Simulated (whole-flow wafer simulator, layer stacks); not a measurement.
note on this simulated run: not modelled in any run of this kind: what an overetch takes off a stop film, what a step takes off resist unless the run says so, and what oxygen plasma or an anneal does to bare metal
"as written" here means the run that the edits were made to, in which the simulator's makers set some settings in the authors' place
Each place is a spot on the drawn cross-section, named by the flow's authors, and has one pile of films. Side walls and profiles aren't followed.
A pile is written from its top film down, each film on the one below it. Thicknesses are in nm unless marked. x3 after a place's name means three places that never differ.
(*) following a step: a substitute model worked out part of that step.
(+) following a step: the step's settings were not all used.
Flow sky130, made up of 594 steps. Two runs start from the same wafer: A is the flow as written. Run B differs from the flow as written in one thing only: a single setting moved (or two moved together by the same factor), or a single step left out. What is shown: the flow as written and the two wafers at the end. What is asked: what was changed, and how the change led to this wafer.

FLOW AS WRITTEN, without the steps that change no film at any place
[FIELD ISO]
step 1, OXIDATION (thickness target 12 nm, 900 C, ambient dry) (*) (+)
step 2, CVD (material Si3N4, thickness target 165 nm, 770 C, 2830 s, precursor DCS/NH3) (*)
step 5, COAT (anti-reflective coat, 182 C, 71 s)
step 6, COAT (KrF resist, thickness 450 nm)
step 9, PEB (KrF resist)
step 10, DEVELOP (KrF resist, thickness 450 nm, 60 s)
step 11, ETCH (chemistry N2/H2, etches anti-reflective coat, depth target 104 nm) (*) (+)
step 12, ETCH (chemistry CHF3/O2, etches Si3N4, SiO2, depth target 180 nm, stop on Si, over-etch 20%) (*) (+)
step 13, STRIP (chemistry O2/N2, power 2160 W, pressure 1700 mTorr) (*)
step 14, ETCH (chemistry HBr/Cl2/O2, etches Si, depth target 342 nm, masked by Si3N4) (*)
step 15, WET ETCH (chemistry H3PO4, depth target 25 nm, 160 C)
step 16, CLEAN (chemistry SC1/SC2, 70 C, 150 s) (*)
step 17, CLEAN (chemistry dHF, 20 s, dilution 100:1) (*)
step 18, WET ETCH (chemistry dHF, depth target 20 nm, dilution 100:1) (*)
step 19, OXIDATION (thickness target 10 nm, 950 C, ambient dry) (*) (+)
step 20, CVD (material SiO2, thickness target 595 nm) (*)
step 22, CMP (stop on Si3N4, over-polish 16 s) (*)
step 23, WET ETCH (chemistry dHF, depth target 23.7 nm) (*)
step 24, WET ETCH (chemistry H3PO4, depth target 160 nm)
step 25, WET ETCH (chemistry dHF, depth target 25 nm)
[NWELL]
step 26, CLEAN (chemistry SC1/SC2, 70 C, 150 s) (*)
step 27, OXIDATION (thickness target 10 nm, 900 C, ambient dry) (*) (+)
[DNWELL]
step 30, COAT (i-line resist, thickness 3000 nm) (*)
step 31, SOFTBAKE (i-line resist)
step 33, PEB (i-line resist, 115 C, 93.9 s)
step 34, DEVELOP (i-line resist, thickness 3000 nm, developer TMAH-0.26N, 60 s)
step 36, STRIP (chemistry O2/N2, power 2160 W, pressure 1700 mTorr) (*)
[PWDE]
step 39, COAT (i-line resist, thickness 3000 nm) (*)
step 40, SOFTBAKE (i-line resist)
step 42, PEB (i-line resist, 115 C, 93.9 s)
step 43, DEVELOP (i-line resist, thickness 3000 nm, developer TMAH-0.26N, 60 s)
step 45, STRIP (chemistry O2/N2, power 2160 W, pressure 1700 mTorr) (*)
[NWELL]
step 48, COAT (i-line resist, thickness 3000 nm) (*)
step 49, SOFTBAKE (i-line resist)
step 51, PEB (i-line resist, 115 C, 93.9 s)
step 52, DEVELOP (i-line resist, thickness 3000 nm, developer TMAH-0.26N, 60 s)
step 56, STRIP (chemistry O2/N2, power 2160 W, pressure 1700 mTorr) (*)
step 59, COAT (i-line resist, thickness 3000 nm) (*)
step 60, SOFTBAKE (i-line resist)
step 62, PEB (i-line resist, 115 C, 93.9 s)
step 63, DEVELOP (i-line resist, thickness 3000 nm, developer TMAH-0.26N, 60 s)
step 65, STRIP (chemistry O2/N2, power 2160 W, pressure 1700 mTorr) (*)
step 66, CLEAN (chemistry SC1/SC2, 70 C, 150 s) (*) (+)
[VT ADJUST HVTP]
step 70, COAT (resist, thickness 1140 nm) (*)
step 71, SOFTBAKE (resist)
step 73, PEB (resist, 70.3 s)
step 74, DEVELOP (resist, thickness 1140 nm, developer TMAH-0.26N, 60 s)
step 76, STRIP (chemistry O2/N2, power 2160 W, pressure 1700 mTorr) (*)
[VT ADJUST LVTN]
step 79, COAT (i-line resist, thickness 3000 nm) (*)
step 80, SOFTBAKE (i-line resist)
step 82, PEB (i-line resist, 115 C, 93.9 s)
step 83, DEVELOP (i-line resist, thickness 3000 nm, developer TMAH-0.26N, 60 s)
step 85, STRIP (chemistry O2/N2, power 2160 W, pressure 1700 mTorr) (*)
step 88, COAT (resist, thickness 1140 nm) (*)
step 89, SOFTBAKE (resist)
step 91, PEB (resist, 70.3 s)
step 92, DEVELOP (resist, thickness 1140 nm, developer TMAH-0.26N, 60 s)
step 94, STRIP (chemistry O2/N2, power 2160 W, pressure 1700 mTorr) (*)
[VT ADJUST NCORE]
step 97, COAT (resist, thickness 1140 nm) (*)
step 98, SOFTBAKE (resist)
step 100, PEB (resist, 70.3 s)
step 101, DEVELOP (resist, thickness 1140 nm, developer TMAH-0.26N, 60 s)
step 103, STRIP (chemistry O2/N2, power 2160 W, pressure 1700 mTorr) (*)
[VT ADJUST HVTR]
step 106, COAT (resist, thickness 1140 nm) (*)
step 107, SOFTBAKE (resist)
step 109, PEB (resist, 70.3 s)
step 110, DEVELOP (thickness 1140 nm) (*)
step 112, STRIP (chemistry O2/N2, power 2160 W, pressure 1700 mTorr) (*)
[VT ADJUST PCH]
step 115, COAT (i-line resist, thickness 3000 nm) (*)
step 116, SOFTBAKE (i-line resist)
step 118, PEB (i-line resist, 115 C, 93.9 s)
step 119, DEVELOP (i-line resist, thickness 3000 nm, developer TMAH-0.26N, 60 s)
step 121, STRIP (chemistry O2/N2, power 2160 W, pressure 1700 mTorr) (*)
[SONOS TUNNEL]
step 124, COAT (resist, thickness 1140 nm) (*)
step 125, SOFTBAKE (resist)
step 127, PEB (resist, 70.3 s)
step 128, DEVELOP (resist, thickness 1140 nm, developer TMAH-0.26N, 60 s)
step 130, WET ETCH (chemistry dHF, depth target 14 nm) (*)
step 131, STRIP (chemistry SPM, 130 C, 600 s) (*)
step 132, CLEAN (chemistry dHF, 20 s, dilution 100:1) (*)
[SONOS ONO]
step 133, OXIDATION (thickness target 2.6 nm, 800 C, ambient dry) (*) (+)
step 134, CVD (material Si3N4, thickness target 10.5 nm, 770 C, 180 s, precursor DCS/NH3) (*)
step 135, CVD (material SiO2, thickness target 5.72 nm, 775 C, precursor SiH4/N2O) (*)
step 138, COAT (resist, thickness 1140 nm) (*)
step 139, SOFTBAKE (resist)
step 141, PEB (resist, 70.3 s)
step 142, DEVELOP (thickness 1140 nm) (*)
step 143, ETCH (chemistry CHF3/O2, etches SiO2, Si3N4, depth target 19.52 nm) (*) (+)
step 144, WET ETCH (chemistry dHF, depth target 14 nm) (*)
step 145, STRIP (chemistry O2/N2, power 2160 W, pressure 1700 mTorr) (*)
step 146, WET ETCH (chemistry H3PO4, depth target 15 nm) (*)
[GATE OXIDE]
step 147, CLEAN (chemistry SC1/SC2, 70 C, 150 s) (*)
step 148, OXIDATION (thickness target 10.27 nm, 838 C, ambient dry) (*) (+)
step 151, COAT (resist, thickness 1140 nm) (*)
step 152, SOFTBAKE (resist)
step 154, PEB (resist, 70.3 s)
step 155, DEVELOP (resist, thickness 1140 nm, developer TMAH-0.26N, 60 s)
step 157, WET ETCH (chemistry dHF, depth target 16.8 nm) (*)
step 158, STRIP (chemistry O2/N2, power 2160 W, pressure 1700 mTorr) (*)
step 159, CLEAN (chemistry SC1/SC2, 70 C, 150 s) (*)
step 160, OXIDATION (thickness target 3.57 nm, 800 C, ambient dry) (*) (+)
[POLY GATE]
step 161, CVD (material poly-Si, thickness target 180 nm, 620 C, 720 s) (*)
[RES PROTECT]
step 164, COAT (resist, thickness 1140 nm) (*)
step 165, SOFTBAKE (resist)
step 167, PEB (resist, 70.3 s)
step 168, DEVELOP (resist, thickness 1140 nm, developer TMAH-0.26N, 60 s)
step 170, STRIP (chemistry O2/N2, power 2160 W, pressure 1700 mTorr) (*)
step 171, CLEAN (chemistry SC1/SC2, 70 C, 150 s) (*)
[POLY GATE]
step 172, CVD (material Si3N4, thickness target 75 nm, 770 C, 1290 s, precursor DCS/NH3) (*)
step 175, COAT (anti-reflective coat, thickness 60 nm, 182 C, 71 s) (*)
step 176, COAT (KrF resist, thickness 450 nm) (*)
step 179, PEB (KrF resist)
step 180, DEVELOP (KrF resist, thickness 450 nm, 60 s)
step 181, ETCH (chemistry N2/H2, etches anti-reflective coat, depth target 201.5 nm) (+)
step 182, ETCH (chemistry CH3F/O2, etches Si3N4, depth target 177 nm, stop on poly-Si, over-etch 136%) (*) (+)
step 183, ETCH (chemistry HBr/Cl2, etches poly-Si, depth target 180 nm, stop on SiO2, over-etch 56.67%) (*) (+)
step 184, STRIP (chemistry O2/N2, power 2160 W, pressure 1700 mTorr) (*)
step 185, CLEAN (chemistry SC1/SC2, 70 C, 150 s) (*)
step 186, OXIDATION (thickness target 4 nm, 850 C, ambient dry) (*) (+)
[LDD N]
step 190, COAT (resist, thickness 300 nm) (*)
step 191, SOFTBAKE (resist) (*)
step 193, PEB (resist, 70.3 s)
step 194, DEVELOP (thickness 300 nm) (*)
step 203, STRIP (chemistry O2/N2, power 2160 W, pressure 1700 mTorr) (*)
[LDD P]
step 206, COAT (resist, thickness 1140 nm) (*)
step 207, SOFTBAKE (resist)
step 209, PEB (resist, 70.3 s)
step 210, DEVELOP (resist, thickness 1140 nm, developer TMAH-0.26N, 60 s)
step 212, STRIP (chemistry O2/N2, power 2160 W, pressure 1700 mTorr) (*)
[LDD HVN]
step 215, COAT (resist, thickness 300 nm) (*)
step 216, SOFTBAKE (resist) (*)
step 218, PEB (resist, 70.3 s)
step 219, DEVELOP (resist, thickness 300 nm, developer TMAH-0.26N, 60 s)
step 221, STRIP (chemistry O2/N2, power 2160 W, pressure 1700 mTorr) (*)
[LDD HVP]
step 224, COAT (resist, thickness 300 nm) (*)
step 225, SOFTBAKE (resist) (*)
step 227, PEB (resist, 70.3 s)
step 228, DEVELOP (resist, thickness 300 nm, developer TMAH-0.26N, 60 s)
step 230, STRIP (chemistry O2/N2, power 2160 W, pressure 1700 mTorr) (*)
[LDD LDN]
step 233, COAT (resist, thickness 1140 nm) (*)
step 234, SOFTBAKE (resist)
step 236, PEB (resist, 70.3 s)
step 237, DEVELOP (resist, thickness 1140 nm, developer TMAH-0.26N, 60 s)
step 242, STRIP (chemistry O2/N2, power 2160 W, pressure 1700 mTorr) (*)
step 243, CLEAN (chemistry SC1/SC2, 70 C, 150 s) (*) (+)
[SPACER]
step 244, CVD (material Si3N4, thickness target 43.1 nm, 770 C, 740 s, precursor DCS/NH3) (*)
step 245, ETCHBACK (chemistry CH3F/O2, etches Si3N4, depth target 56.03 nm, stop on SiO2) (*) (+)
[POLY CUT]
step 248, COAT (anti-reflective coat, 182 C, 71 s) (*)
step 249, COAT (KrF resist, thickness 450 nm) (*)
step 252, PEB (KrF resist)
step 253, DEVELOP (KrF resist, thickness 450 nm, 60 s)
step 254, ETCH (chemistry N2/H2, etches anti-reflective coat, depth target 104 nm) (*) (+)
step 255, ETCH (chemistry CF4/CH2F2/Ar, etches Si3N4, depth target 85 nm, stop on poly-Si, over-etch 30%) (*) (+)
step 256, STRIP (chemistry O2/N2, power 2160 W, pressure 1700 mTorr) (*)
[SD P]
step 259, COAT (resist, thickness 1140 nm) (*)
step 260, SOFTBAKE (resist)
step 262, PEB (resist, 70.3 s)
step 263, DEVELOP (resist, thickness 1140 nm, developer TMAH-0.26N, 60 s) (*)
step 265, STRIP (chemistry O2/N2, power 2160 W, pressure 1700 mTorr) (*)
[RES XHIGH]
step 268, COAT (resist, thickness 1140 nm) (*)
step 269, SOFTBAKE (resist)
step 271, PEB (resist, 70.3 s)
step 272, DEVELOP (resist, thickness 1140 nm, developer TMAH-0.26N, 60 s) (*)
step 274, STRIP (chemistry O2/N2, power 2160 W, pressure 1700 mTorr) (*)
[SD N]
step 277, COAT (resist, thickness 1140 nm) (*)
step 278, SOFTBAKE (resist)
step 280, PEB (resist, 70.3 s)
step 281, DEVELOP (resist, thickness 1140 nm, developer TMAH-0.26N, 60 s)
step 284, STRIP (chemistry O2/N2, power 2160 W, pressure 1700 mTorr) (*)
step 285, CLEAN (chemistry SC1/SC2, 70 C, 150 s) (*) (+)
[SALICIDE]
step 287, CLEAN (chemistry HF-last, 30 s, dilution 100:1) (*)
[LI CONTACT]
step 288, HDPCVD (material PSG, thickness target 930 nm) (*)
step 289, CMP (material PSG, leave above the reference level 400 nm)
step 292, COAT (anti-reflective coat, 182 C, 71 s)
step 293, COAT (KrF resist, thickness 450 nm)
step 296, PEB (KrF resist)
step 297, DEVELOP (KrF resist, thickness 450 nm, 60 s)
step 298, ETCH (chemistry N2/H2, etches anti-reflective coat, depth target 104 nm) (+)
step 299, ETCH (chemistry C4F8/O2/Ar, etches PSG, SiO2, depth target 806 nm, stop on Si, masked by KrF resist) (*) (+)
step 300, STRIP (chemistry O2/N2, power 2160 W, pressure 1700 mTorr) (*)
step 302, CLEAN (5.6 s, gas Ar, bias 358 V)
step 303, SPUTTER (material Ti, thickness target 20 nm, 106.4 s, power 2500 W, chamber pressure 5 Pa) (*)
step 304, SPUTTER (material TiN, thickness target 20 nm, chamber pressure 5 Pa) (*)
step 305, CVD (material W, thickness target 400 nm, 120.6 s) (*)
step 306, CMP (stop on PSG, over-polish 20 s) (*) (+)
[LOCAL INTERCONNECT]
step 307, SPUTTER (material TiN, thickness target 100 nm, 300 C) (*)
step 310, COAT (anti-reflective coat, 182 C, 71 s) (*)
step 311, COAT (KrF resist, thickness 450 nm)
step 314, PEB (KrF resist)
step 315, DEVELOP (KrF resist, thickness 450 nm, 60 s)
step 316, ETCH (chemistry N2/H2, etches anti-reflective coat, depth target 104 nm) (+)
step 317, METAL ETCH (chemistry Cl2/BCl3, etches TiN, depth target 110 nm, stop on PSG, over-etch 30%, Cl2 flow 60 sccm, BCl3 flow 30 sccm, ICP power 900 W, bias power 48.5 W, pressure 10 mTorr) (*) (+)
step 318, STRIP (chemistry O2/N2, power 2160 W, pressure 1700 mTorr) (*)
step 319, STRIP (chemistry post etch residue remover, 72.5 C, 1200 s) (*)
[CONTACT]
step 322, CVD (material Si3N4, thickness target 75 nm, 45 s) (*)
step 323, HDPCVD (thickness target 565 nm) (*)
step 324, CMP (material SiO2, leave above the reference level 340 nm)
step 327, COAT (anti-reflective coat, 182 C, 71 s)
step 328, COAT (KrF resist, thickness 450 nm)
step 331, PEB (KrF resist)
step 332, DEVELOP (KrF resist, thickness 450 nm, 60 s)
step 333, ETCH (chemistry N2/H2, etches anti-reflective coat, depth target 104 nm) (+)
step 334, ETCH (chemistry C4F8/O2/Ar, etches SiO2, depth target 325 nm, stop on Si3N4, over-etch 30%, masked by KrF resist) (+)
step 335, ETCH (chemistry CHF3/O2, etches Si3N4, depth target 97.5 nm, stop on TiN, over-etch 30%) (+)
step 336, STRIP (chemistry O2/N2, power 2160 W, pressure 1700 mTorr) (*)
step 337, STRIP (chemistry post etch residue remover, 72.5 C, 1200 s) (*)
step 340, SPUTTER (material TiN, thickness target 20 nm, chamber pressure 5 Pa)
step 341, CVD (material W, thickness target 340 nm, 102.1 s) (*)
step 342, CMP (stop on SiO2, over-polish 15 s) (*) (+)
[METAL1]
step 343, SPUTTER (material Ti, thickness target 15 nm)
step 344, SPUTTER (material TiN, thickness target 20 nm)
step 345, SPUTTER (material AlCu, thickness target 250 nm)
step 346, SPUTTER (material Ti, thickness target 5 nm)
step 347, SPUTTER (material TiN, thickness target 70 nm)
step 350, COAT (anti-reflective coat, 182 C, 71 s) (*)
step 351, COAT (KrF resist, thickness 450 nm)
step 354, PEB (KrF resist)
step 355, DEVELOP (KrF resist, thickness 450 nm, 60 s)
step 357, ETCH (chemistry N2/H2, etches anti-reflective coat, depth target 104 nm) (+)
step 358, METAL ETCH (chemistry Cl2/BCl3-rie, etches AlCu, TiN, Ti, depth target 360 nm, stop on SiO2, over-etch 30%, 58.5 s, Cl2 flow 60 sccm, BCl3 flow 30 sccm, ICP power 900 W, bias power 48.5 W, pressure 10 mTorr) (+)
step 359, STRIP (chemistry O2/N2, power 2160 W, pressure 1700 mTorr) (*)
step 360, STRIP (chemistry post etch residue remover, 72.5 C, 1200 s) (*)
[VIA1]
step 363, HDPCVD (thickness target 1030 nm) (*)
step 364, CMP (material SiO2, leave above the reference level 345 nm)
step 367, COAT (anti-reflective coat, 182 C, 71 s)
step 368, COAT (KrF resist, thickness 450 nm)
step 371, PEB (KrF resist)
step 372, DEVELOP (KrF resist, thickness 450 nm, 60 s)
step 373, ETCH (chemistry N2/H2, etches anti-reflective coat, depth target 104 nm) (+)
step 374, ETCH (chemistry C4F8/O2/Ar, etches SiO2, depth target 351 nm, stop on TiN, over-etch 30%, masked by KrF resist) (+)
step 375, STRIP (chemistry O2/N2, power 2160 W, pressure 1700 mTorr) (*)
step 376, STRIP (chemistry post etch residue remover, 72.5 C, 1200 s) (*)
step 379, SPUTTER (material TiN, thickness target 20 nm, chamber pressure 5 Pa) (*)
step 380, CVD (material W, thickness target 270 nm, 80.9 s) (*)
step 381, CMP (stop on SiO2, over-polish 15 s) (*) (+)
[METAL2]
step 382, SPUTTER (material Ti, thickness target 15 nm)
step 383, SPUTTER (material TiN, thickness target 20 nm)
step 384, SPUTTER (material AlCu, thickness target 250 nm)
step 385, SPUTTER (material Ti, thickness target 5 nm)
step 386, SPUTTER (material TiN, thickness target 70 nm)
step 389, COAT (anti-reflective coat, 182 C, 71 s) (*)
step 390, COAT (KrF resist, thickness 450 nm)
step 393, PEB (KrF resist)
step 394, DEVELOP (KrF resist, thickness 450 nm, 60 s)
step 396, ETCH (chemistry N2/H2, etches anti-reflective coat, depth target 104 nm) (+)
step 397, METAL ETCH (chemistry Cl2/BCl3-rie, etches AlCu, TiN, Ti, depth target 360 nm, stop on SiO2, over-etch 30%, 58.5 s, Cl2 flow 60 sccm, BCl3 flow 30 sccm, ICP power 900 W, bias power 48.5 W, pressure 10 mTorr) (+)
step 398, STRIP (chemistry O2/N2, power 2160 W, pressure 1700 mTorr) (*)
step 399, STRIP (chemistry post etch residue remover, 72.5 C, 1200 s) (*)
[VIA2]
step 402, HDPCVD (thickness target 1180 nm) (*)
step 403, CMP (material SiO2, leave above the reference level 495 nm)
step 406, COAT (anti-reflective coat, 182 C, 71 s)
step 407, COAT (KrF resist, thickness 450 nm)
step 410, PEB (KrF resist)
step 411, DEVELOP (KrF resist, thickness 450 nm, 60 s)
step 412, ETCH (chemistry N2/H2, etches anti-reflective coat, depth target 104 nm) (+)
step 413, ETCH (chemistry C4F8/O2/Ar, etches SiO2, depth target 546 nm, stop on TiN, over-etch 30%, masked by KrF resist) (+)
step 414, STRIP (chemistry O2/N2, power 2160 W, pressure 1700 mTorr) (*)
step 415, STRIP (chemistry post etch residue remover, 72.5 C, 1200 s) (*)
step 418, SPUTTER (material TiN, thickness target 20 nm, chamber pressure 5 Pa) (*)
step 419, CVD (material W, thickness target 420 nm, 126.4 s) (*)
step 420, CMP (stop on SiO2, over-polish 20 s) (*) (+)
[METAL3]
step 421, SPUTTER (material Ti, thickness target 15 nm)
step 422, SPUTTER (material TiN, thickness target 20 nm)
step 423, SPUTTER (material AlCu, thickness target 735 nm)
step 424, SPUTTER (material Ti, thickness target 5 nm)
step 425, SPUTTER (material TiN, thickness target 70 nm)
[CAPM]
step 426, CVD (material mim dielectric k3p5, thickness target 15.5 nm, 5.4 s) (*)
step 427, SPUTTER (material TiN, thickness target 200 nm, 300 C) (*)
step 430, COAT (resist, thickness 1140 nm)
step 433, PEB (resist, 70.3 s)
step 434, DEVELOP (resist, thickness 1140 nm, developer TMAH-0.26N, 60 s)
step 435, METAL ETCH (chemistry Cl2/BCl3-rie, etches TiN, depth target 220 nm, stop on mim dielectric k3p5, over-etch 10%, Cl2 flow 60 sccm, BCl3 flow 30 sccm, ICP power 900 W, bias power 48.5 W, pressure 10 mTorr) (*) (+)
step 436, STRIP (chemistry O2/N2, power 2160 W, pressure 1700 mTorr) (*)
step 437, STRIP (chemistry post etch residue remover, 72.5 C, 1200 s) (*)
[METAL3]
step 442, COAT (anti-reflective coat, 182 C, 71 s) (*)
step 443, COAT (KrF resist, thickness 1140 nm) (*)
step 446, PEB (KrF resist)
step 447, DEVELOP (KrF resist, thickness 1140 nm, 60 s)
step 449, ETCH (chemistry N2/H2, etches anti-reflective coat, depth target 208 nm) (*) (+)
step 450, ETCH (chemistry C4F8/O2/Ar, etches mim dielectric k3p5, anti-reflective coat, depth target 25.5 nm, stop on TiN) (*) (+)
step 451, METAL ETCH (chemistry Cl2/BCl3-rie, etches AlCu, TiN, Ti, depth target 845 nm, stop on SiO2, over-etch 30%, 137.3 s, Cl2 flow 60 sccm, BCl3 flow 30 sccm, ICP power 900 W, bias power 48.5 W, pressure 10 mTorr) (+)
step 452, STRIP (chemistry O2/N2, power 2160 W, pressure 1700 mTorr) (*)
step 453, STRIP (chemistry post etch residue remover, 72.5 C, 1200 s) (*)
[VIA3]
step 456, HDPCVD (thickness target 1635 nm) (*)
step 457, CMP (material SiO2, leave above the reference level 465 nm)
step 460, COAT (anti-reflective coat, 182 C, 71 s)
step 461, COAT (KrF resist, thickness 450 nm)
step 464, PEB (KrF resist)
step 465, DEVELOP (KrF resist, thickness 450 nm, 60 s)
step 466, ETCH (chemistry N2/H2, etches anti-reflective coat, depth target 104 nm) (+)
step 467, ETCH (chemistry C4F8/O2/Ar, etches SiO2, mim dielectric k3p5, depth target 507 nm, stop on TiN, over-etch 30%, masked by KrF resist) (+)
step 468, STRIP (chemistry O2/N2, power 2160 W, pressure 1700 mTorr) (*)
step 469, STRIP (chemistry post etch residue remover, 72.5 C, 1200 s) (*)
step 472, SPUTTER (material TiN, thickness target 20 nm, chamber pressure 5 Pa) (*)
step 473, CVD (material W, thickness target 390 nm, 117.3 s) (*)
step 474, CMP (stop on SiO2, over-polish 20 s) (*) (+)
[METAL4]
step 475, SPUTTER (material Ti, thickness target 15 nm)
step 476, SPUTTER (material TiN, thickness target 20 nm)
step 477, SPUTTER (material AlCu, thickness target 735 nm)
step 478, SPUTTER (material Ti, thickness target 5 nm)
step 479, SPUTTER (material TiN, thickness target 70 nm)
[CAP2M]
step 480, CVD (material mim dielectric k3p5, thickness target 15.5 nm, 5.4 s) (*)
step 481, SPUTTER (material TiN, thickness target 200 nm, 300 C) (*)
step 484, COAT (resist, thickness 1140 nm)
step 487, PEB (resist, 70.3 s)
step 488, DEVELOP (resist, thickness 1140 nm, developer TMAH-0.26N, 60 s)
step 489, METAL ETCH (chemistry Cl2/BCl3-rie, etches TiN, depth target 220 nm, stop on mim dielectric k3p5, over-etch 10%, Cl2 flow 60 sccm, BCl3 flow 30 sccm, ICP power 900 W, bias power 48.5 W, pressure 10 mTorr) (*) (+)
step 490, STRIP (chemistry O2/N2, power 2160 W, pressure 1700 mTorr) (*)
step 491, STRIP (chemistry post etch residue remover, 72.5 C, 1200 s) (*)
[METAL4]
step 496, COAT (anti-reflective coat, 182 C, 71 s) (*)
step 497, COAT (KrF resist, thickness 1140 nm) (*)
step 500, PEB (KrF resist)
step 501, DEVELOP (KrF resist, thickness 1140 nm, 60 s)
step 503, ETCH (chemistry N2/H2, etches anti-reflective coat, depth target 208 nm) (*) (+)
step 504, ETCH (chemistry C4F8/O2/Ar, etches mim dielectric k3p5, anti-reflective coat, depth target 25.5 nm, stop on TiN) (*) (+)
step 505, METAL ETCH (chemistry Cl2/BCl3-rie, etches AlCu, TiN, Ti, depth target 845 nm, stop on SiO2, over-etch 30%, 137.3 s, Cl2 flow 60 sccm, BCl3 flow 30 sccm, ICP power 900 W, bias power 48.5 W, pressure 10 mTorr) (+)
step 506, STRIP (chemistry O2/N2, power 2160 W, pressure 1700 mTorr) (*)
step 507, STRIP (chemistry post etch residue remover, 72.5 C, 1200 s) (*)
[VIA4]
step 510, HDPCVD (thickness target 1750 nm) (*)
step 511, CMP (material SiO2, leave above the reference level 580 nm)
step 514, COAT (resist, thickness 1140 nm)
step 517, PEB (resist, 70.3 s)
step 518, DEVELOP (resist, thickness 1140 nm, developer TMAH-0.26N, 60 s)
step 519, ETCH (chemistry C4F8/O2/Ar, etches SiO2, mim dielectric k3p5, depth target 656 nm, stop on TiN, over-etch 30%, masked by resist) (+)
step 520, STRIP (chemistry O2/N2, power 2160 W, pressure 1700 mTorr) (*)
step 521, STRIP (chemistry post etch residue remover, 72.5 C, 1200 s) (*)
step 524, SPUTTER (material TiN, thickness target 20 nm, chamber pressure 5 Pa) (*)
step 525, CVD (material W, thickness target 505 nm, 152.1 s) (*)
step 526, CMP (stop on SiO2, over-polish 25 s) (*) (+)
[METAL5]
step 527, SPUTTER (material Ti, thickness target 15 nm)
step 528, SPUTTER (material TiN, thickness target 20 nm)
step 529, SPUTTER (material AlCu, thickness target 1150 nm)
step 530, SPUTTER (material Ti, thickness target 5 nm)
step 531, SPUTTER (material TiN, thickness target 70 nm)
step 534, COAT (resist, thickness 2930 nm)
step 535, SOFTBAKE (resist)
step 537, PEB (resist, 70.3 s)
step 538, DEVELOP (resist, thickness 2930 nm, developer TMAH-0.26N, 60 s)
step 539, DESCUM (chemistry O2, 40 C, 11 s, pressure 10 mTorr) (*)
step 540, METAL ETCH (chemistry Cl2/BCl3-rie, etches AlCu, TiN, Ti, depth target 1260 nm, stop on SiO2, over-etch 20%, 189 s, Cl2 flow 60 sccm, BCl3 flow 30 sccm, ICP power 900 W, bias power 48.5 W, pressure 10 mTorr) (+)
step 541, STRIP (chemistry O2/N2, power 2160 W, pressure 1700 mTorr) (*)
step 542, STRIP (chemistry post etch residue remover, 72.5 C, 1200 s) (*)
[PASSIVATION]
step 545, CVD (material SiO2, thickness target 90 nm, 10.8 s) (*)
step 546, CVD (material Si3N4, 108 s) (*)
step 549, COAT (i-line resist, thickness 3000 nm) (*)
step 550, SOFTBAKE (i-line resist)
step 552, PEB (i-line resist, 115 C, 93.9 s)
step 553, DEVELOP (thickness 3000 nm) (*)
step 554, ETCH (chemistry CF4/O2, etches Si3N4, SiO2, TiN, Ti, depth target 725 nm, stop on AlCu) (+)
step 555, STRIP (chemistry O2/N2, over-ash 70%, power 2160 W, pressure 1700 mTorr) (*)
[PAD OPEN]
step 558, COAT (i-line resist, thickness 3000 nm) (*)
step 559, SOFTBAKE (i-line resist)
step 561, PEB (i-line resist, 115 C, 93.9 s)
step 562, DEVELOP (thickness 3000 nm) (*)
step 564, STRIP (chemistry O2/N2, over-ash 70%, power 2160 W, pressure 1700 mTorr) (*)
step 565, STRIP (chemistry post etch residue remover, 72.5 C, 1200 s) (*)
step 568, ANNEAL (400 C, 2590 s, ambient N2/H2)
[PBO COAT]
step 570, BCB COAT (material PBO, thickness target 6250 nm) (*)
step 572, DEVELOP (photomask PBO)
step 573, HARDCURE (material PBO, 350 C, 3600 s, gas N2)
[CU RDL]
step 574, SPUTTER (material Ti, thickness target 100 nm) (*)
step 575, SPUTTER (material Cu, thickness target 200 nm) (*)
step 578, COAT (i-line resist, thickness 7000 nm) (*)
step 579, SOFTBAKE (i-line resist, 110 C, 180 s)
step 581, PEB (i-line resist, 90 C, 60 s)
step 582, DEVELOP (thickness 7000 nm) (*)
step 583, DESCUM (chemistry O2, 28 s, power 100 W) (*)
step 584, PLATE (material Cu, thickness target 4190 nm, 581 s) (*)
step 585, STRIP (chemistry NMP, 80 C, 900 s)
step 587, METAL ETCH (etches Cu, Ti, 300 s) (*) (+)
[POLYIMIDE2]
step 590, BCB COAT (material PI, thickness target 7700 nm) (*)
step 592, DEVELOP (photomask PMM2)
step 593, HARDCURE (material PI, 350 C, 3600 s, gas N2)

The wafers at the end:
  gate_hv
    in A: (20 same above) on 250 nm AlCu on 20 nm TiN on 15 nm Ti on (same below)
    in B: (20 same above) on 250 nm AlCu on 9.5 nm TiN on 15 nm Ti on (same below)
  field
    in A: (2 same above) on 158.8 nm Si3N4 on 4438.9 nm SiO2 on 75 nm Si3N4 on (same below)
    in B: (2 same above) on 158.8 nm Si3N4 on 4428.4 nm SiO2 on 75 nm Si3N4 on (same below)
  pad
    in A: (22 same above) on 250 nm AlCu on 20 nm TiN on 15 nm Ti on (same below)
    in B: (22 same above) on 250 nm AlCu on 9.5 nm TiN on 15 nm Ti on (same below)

The reason: step 383, SPUTTER: thickness target 9.5 nm was run, though the flow has thickness target 20 nm.
The wafer itself shows it: gate_hv has TiN 9.5, and step 383 as written asks for 20 nm.

How this came from the change, step by step:
  step 383, SPUTTER (material TiN, thickness target 20 nm)
      field, active, n_well and 188 more: A +20 TiN (new film) | B +9.5 TiN (new film)
  step 397, METAL ETCH (chemistry Cl2/BCl3-rie, etches AlCu, TiN, Ti, depth target 360 nm, stop on SiO2, over-etch 30%, 58.5 s, Cl2 flow 60 sccm, BCl3 flow 30 sccm, ICP power 900 W, bias power 48.5 W, pressure 10 mTorr) (+)
      field, active, gate and 82 more: A -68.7 TiN (all of it), -5 Ti (all of it), -250 AlCu (all of it), -20 TiN (all of it), -15 Ti (all of it), -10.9 SiO2 | B -68.7 TiN (all of it), -5 Ti (all of it), -250 AlCu (all of it), -9.5 TiN (all of it), -15 Ti (all of it), -12 SiO2
  step 403, CMP (material SiO2, leave above the reference level 495 nm)
      field, active, gate and 82 more: A -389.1 SiO2 | B -398.5 SiO2
